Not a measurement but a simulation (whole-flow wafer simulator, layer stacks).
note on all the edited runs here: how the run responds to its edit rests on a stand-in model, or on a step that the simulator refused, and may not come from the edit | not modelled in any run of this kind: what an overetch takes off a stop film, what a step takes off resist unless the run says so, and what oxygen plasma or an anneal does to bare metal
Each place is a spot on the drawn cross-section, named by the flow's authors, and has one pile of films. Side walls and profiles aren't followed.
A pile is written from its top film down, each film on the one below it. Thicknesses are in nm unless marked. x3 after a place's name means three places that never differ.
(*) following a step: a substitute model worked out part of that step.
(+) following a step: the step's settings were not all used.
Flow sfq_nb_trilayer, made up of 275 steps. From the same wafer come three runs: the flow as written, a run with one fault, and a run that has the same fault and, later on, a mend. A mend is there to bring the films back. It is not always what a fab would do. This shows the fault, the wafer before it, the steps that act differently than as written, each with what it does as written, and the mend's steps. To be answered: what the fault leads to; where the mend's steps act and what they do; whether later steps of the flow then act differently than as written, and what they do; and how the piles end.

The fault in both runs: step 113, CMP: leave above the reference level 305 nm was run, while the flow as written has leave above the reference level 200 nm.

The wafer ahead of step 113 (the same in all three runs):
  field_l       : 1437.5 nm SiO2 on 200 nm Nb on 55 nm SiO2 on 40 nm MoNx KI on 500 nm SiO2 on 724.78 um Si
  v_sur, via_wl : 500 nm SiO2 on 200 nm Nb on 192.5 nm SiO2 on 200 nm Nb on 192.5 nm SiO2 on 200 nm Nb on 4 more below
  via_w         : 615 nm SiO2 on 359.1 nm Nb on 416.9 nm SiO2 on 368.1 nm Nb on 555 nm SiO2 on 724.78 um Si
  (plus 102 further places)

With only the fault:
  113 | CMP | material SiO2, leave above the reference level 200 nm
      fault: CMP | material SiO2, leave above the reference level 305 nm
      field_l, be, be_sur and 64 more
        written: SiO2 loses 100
        fault: nothing
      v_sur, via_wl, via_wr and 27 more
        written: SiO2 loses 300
        fault: SiO2 loses 195
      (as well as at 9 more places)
  Steps further on in the flow that do not act as written (8 more steps, not shown, differ only slightly: by at most 2% or 0.5 nm, whichever is larger):
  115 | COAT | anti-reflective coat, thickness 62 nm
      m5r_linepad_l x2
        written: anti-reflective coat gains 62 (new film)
        fault: anti-reflective coat gains 64 (new film)
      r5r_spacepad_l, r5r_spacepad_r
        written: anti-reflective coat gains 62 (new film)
        fault: anti-reflective coat gains 64.1 (new film)
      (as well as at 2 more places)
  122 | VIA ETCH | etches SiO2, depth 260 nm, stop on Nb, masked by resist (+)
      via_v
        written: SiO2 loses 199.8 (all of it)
        fault: SiO2 loses 260
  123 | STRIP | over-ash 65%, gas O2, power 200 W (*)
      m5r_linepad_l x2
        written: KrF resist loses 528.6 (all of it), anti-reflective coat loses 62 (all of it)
        fault: KrF resist loses 528 (all of it), anti-reflective coat loses 64 (all of it)
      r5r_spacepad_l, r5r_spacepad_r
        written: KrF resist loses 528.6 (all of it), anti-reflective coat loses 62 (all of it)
        fault: KrF resist loses 528.2 (all of it), anti-reflective coat loses 64.1 (all of it)
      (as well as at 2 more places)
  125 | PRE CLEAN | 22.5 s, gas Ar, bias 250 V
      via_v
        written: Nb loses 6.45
        fault: SiO2 loses 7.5
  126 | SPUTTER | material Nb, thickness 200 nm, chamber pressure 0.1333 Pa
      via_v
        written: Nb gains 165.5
        fault: Nb gains 152.6 (new film)
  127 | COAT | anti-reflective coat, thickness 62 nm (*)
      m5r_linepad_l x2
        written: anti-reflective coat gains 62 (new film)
        fault: anti-reflective coat gains 63.8 (new film)
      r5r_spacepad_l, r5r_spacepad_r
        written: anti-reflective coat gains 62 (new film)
        fault: anti-reflective coat gains 63.9 (new film)
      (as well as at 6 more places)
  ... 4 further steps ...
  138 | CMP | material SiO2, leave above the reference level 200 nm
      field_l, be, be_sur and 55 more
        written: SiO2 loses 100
        fault: SiO2 loses 95
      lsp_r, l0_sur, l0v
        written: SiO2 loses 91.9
        fault: SiO2 loses 86.9
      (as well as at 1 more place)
  By the end, the piles at field_l, v_sur, via_wl and 103 more depart from the flow's by more than 2% or 0.5 nm, whichever is larger.
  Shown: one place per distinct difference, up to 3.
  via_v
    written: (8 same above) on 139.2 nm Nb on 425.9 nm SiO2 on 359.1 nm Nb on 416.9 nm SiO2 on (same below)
    fault: (8 same above) on 139.2 nm Nb on 500.1 nm SiO2 on 152.6 nm Nb on 37.3 nm SiO2 on 200 nm Nb on 416.9 nm SiO2 on (same below)
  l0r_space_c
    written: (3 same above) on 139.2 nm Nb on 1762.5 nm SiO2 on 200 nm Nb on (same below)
    fault: (3 same above) on 139.2 nm Nb on 1867.5 nm SiO2 on 200 nm Nb on (same below)
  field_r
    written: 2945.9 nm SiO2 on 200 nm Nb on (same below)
    fault: 3050.9 nm SiO2 on 200 nm Nb on (same below)

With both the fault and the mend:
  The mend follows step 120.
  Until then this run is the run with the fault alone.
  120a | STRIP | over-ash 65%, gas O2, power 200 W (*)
      be_sur, m0r_line_l x2, m6r_line_l x2, m7r_line_l x2
        KrF resist loses 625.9 (all of it), anti-reflective coat loses 62.1 (all of it)
      r_end, moat, field_r, lsp_l, ln_m5, lsp_m, ln_m6
        KrF resist loses 625.3 (all of it), anti-reflective coat loses 62 (all of it)
      p3_s0, p3_l5, wl_a_m6, wl_a_sr, wl_b_sl, wl_b_m5
        KrF resist loses 624.6 (all of it), anti-reflective coat loses 61.9 (all of it)
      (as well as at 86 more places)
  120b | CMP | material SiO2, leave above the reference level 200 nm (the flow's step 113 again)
      field_l, be, be_sur and 64 more
        SiO2 loses 100
      v_sur, via_wl, via_w and 36 more
        SiO2 loses 105
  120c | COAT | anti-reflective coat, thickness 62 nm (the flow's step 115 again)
      field_l, v_sur, via_wl and 103 more
        anti-reflective coat gains 62 (new film)
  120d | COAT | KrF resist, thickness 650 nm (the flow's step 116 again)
      field_l, v_sur, via_wl and 103 more
        KrF resist gains 650 (new film)
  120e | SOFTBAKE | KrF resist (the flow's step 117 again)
      does not change any film at any place that is followed
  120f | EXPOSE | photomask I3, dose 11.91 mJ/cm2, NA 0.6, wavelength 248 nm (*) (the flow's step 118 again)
      does not change any film at any place that is followed
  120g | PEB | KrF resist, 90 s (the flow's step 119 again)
      field_l, v_sur, via_wl and 103 more
        KrF resist loses 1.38
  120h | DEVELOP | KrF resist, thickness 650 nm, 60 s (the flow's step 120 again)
      field_l, v_sur, via_wl and 102 more
        KrF resist loses 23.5
      via_v
        KrF resist loses 648.6 (all of it)
  Every later step of the flow that is run acts as written at every place that is followed.
  The piles end the same as the flow's at every place that both follow.
